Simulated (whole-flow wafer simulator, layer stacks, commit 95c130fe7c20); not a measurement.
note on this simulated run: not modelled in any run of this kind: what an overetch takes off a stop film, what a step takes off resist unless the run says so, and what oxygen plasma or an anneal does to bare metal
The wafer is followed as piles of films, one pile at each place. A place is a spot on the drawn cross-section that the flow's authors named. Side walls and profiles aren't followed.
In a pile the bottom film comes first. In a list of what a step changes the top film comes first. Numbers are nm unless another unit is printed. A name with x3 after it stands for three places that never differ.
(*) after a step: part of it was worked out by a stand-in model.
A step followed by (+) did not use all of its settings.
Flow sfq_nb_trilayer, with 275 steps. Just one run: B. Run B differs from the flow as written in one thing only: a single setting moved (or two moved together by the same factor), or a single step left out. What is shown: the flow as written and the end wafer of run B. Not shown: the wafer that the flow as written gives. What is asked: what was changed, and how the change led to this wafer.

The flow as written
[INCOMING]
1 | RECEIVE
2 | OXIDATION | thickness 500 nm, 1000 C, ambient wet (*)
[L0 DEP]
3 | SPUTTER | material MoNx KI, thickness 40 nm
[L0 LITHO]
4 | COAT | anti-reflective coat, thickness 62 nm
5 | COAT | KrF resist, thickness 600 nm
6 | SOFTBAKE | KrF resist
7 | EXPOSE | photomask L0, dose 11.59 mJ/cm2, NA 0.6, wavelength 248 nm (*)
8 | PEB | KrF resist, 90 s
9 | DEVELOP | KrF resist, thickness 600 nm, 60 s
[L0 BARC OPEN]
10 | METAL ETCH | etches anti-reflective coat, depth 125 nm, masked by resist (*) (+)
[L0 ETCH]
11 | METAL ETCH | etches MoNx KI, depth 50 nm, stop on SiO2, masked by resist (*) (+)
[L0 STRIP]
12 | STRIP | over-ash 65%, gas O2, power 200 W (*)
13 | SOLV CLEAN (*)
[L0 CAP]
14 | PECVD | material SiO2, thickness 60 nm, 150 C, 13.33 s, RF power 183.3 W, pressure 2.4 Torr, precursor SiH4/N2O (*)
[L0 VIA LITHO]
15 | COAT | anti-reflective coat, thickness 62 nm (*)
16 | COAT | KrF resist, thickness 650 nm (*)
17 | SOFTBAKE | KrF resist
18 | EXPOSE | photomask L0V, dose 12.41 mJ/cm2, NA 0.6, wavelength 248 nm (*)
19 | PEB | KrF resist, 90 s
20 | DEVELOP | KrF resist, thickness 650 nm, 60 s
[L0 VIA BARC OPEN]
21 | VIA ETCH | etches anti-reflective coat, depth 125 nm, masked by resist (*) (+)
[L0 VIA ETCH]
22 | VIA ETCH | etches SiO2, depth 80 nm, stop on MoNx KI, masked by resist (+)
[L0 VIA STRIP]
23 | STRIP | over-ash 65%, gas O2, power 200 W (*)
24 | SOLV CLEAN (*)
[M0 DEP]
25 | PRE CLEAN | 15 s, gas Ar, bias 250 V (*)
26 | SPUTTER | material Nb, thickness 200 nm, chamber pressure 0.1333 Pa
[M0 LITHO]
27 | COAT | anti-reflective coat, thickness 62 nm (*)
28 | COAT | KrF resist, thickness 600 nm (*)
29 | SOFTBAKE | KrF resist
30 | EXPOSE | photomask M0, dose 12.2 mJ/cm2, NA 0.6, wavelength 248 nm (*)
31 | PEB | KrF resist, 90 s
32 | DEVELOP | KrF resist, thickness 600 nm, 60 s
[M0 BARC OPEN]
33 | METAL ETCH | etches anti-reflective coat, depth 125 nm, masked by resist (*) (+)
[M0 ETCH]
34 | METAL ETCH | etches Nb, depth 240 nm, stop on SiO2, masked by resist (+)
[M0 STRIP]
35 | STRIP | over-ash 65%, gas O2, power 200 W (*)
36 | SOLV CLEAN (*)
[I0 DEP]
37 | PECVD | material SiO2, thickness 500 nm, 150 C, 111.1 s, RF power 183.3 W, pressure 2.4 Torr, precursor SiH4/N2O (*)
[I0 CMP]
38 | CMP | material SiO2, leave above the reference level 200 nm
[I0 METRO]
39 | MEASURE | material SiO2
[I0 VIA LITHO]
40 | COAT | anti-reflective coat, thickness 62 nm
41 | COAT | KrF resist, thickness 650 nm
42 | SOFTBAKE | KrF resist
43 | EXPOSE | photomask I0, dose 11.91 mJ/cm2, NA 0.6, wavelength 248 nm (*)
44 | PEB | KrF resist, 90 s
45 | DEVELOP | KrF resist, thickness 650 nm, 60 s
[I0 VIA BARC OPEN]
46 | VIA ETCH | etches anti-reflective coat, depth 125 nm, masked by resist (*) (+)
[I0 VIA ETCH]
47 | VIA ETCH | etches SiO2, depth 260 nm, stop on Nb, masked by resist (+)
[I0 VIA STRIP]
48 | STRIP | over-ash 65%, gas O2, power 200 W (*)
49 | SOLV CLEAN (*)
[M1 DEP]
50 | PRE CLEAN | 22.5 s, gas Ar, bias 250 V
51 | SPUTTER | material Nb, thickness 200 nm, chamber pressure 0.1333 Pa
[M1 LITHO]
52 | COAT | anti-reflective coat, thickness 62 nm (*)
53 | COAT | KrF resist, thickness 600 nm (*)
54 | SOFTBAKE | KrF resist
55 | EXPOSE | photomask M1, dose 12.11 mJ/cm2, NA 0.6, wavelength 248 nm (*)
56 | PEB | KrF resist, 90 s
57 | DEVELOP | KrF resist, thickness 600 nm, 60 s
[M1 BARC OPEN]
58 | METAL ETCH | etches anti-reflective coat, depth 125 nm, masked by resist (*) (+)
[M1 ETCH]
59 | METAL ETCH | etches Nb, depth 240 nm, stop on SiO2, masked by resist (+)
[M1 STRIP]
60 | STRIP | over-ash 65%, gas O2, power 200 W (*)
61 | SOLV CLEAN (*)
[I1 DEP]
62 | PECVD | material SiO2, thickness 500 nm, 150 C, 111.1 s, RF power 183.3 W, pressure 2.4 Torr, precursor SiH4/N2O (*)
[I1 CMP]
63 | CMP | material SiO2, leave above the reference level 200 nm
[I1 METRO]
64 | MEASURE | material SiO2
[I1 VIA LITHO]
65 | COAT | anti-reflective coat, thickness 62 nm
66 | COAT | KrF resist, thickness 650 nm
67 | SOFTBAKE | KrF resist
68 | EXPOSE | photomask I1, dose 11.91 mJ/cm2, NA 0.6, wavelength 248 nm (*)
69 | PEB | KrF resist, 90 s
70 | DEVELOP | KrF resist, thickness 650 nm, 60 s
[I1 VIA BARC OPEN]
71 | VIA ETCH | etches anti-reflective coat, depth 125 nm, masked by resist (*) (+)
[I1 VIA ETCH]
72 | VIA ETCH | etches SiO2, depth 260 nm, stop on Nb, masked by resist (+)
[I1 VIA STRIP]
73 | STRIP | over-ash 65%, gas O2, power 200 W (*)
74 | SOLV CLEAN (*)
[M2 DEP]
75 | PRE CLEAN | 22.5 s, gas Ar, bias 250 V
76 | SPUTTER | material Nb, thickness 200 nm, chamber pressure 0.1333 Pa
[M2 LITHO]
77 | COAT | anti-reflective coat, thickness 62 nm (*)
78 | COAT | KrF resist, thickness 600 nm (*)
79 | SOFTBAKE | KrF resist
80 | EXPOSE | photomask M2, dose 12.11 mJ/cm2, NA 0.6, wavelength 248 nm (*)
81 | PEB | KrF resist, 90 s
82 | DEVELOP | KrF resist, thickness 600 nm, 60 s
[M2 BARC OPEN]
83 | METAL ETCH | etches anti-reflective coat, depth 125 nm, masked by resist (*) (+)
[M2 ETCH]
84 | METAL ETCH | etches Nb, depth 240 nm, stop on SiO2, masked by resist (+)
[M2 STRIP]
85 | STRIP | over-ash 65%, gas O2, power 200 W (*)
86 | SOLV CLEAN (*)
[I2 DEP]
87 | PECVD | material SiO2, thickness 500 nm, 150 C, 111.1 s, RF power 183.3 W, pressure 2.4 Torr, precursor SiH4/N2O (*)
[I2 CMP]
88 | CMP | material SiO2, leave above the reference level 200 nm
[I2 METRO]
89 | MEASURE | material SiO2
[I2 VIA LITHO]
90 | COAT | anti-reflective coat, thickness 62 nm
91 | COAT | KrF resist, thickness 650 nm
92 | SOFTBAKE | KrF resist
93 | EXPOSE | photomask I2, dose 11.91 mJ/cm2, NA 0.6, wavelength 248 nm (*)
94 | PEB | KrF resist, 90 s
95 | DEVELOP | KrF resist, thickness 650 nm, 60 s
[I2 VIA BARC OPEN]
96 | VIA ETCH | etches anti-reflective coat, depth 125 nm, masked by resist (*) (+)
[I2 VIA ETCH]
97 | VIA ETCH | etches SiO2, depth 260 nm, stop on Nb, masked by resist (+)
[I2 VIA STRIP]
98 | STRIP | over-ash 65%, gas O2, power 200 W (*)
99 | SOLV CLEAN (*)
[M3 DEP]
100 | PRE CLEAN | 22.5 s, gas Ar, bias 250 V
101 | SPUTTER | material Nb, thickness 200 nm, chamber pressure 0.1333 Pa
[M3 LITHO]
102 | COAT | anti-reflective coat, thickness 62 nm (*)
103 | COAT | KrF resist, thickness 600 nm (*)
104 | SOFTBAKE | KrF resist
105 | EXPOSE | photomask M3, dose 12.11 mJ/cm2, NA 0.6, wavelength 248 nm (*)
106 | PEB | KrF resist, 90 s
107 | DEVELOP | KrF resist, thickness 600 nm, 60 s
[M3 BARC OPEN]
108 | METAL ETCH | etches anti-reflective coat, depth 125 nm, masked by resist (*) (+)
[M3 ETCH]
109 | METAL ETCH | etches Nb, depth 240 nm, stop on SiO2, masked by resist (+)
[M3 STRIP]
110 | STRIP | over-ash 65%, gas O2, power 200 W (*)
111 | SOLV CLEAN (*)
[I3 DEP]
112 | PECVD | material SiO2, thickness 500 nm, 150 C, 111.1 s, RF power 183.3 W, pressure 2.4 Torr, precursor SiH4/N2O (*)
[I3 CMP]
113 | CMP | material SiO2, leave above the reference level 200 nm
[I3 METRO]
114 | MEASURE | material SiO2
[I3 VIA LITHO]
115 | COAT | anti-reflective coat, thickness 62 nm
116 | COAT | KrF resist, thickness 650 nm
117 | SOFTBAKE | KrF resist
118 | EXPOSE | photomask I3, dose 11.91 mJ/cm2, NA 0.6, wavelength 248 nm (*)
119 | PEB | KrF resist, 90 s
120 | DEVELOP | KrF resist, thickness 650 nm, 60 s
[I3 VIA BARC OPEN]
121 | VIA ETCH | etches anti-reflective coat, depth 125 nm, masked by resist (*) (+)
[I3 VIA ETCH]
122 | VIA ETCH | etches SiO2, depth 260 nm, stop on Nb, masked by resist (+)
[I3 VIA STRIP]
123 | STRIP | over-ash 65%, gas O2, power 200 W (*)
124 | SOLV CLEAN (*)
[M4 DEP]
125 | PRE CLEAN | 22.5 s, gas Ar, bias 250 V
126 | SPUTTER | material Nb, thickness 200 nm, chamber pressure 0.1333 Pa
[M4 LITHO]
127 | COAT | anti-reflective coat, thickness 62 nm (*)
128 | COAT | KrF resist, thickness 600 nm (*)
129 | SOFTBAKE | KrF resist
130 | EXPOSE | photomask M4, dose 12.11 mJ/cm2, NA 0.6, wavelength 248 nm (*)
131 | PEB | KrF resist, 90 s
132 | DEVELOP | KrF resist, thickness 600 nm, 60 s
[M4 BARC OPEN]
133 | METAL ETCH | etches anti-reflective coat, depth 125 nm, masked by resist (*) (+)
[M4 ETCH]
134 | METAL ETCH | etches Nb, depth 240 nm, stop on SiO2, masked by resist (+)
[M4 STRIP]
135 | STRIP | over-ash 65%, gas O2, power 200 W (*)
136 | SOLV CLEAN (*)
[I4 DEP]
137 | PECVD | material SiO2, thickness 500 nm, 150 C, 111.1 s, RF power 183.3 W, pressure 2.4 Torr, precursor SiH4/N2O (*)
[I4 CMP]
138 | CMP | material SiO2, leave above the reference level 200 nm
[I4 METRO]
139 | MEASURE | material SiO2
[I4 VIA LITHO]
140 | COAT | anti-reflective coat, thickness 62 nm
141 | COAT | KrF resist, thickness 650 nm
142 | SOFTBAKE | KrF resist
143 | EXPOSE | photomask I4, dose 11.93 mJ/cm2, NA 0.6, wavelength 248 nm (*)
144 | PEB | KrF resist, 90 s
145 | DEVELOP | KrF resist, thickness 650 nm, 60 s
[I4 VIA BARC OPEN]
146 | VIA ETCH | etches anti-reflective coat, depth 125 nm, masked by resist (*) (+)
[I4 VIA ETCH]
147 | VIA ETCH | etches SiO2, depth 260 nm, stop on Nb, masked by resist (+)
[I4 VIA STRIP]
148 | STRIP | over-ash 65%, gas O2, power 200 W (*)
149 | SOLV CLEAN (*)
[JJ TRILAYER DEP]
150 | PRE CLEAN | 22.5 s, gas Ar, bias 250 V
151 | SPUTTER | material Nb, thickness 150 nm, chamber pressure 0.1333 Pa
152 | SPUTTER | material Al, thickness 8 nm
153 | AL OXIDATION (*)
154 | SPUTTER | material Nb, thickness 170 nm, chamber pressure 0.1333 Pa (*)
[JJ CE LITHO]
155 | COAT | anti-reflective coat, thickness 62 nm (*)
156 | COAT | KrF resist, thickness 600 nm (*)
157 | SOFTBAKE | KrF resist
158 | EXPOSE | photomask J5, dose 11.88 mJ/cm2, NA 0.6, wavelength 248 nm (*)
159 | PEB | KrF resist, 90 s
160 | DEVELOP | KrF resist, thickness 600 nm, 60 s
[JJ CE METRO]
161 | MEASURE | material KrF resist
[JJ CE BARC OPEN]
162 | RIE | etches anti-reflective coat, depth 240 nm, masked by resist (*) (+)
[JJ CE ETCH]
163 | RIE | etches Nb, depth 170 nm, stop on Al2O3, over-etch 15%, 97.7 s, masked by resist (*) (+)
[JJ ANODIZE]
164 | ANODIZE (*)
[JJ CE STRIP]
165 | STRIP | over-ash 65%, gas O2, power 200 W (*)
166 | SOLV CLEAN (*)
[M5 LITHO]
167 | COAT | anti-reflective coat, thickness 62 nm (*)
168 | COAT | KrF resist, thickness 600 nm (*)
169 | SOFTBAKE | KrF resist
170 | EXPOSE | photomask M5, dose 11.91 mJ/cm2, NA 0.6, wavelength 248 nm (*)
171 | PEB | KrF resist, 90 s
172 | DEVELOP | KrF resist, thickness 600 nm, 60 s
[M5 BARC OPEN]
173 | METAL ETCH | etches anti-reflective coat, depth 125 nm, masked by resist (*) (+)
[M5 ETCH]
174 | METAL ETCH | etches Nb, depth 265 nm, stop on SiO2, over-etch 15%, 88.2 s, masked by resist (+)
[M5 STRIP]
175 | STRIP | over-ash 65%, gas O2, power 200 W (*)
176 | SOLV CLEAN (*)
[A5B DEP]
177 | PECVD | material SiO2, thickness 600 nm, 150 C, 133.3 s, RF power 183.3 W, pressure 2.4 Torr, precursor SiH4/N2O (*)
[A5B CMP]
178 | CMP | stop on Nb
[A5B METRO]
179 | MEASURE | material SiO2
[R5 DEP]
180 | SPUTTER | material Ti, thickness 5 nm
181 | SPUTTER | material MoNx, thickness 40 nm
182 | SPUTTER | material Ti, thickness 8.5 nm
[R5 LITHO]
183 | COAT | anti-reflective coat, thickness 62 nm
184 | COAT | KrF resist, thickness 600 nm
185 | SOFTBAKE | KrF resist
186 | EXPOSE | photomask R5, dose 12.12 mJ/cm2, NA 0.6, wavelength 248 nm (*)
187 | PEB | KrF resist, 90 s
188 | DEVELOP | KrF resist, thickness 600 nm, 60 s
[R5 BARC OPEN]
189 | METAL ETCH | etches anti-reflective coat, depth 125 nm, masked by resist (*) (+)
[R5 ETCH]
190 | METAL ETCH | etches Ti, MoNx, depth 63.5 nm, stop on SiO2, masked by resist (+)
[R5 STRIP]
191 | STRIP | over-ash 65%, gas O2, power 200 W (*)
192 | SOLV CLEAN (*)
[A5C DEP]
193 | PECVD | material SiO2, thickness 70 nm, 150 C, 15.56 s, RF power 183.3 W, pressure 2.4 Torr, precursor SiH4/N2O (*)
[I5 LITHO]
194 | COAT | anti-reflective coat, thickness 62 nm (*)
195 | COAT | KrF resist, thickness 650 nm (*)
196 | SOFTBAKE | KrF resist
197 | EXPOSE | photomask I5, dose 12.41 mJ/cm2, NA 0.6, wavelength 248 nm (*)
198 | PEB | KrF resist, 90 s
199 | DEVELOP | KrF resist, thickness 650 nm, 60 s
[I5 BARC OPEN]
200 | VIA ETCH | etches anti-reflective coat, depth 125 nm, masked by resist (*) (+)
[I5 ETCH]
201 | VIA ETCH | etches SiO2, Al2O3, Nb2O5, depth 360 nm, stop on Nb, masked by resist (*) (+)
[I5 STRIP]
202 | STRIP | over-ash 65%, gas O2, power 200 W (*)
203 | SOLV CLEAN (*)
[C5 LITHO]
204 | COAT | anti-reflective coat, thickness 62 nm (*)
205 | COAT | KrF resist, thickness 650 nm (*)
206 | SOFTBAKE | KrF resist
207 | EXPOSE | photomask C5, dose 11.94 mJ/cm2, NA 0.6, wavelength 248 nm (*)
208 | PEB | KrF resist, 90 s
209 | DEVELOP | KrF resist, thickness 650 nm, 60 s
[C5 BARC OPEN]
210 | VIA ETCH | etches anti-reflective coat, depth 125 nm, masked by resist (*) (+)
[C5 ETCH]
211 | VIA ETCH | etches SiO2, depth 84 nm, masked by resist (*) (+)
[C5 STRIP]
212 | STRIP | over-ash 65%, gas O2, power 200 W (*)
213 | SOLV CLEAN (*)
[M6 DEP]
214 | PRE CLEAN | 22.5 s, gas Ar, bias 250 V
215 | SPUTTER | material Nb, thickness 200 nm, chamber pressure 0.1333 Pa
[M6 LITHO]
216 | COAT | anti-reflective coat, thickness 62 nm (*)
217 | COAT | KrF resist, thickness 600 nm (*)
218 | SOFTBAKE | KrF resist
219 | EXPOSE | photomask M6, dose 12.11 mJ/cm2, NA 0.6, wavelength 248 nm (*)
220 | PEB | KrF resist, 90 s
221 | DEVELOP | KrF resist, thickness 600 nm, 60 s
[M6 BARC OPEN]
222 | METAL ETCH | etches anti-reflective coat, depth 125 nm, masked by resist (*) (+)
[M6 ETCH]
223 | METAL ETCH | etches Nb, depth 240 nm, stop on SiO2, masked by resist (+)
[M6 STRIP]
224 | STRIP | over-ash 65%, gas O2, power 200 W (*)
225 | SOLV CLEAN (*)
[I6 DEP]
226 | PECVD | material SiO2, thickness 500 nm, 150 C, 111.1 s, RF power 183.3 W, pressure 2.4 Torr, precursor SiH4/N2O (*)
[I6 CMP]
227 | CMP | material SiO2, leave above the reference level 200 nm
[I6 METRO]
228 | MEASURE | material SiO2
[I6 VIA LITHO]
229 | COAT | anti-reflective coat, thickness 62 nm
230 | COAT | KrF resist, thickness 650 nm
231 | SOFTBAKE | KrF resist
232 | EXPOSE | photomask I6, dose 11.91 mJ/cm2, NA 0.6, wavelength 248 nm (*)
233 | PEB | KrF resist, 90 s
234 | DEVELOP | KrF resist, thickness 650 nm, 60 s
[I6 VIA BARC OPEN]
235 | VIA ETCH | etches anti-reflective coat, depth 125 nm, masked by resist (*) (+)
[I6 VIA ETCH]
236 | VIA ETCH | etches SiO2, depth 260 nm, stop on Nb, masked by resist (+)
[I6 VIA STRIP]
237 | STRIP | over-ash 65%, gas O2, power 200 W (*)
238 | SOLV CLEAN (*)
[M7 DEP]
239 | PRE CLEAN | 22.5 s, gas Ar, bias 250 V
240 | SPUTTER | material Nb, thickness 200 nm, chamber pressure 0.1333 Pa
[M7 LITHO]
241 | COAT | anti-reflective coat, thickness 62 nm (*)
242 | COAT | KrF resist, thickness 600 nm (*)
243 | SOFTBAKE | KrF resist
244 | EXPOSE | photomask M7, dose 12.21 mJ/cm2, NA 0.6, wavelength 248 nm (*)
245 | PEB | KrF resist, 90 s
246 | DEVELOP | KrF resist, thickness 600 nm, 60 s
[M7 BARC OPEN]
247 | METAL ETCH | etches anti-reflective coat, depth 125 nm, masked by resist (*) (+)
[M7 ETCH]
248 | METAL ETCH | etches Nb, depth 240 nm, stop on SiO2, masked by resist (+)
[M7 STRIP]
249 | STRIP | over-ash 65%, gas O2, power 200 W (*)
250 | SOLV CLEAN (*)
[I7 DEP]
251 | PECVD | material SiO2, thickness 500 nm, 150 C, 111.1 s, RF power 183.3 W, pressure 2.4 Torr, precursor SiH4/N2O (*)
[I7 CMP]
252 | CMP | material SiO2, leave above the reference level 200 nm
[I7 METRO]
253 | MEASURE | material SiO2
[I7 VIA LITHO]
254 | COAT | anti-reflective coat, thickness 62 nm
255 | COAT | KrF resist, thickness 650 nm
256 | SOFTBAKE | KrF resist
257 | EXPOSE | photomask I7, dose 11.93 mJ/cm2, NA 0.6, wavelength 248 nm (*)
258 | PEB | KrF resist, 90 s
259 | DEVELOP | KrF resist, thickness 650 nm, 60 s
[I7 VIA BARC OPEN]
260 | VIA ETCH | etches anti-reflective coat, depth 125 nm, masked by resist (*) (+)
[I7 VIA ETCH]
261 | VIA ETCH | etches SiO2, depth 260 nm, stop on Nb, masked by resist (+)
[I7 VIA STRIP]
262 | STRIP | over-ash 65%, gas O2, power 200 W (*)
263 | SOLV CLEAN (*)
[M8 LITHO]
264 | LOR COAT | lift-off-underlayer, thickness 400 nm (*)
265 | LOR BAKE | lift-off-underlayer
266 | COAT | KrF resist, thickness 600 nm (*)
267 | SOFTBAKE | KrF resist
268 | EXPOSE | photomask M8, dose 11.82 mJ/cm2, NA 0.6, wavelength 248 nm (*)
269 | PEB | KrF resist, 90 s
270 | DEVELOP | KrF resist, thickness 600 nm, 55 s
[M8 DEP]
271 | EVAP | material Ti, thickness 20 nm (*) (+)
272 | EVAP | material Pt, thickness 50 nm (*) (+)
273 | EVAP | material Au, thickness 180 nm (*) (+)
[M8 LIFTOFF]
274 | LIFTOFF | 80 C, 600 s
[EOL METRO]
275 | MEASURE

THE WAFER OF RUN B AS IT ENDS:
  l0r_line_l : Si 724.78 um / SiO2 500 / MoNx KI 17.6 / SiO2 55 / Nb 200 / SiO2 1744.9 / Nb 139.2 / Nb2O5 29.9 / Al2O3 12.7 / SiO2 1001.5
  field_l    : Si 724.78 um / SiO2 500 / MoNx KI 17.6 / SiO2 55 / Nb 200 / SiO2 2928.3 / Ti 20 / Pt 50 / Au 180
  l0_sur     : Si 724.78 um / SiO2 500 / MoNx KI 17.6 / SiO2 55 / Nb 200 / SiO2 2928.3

Cause: step 3, SPUTTER: thickness 17.6 nm was run, though the flow has thickness 40 nm.
The wafer itself shows it: l0r_line_l has MoNx KI 17.6, and step 3 as written asks for 40 nm.

Step by step, how the change led to this:
  3 | SPUTTER | material MoNx KI, thickness 40 nm
      field_l, v_sur, via_wl and 103 more: MoNx KI gains 17.6 (new film) (it would be, as written: MoNx KI gains 40 (new film))
  11 | METAL ETCH | etches MoNx KI, depth 50 nm, stop on SiO2, masked by resist (*) (+)
      v_sur, via_wl, via_w and 97 more: MoNx KI loses 17.6 (all of it) (it would be, as written: MoNx KI loses 40 (all of it))
      field_l, l0_sur, l0v, l0r_line_l, l0r_line_c, l0r_line_r: KrF resist loses 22 (it would be, as written: KrF resist loses 41.7)
  12 | STRIP | over-ash 65%, gas O2, power 200 W (*)
      field_l, l0_sur, l0v, l0r_line_l, l0r_line_c, l0r_line_r: KrF resist loses 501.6 (all of it), anti-reflective coat loses 62 (all of it) (it would be, as written: KrF resist loses 481.9 (all of it), anti-reflective coat loses 62 (all of it))
  15 | COAT | anti-reflective coat, thickness 62 nm (*)
      l0r_line_c, l0r_line_r: anti-reflective coat gains 60.5 (new film) (it would be, as written: anti-reflective coat gains 59 (new film))
      field_l: anti-reflective coat gains 59.4 (new film) (it would be, as written: anti-reflective coat gains 56.7 (new film))
      (also at 6 further places)
  23 | STRIP | over-ash 65%, gas O2, power 200 W (*)
      l0r_line_c, l0r_line_r: KrF resist loses 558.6 (all of it), anti-reflective coat loses 60.5 (all of it) (it would be, as written: KrF resist loses 557 (all of it), anti-reflective coat loses 59 (all of it))
      field_l: KrF resist loses 556.2 (all of it), anti-reflective coat loses 59.4 (all of it) (it would be, as written: KrF resist loses 551.4 (all of it), anti-reflective coat loses 56.7 (all of it))
      (also at 6 further places)
  27 | COAT | anti-reflective coat, thickness 62 nm (*)
      l0r_line_l, l0r_line_c: anti-reflective coat gains 60.5 (new film) (it would be, as written: anti-reflective coat gains 59 (new film))
      field_l: anti-reflective coat gains 59.5 (new film) (it would be, as written: anti-reflective coat gains 56.9 (new film))
      (also at 6 further places)
  35 | STRIP | over-ash 65%, gas O2, power 200 W (*)
      l0r_line_l, l0r_line_c: KrF resist loses 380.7 (all of it), anti-reflective coat loses 60.5 (all of it) (it would be, as written: KrF resist loses 378.6 (all of it), anti-reflective coat loses 59 (all of it))
      field_l: KrF resist loses 378.2 (all of it), anti-reflective coat loses 59.5 (all of it) (it would be, as written: KrF resist loses 372.9 (all of it), anti-reflective coat loses 56.9 (all of it))
      (also at 6 further places)
  38 | CMP | material SiO2, leave above the reference level 200 nm
      field_l, l0_sur, l0r_line_l, l0r_line_c, l0r_line_r: SiO2 loses 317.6 (it would be, as written: SiO2 loses 340)
      l0v: SiO2 loses 255.4 (it would be, as written: SiO2 loses 277.8)
